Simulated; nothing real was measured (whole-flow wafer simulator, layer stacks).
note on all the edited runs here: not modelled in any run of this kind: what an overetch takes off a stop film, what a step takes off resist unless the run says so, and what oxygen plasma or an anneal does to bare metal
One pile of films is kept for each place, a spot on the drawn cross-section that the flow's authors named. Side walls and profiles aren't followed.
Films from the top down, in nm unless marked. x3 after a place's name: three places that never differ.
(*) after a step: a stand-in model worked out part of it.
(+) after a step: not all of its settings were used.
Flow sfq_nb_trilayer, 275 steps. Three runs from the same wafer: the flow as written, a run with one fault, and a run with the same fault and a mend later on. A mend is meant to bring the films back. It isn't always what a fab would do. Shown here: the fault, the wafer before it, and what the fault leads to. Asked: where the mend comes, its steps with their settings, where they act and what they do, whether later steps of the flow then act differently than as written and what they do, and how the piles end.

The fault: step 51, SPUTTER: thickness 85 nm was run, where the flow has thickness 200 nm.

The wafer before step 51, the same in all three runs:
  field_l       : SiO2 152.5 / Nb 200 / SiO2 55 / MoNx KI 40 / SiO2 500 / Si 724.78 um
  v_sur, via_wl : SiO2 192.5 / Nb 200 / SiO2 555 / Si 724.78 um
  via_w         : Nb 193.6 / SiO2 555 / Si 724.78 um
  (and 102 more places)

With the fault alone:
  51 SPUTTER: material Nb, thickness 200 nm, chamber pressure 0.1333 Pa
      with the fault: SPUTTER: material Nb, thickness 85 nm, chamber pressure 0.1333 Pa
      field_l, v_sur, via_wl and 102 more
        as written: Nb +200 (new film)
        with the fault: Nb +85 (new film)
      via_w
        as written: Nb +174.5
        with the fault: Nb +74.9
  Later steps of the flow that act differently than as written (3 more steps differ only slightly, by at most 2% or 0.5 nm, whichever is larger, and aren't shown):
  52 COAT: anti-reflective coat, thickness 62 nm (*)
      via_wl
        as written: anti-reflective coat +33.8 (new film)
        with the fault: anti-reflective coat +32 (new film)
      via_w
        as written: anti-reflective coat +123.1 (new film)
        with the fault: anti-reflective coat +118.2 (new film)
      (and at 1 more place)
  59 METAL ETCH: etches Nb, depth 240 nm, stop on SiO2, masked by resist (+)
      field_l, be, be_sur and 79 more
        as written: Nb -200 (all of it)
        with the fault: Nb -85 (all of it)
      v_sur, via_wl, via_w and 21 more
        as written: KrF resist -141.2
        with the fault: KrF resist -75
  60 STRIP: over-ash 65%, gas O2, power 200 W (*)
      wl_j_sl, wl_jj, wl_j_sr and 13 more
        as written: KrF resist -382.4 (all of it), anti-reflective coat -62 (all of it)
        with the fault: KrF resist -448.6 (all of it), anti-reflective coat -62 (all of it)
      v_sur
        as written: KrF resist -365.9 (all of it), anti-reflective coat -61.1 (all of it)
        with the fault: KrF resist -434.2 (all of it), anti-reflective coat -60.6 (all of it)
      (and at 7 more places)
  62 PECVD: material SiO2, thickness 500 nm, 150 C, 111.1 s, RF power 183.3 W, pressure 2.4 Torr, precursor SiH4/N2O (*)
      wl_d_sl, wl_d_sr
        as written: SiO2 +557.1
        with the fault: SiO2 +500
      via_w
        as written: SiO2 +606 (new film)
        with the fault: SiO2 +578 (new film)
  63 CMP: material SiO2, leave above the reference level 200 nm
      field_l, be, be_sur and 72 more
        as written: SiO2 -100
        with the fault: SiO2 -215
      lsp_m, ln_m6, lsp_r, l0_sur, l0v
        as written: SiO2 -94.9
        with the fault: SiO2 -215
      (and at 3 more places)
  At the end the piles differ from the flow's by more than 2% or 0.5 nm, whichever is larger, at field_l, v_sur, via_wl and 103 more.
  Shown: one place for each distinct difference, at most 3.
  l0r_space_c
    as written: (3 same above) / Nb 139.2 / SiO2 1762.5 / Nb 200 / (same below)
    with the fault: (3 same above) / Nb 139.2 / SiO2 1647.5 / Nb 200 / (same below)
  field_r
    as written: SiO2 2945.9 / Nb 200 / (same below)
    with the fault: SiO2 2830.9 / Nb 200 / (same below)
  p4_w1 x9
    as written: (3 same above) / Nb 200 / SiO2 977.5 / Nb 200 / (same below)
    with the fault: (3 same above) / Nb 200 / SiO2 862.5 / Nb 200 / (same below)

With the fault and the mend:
  The mend comes after step 51.
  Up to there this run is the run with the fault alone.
  51a SPUTTER: material Nb, thickness 115 nm, chamber pressure 0.1333 Pa (the flow's step 51 once more, with other settings)
      field_l, v_sur, via_wl and 102 more
        Nb +115
      via_w
        Nb +95.4
  No later step of the flow acts differently than as written, at any place that is followed, by more than 2% or 0.5 nm, whichever is larger.
  At the end the piles differ from the flow's only slightly at the places that both follow, by at most 2% or 0.5 nm, whichever is larger.
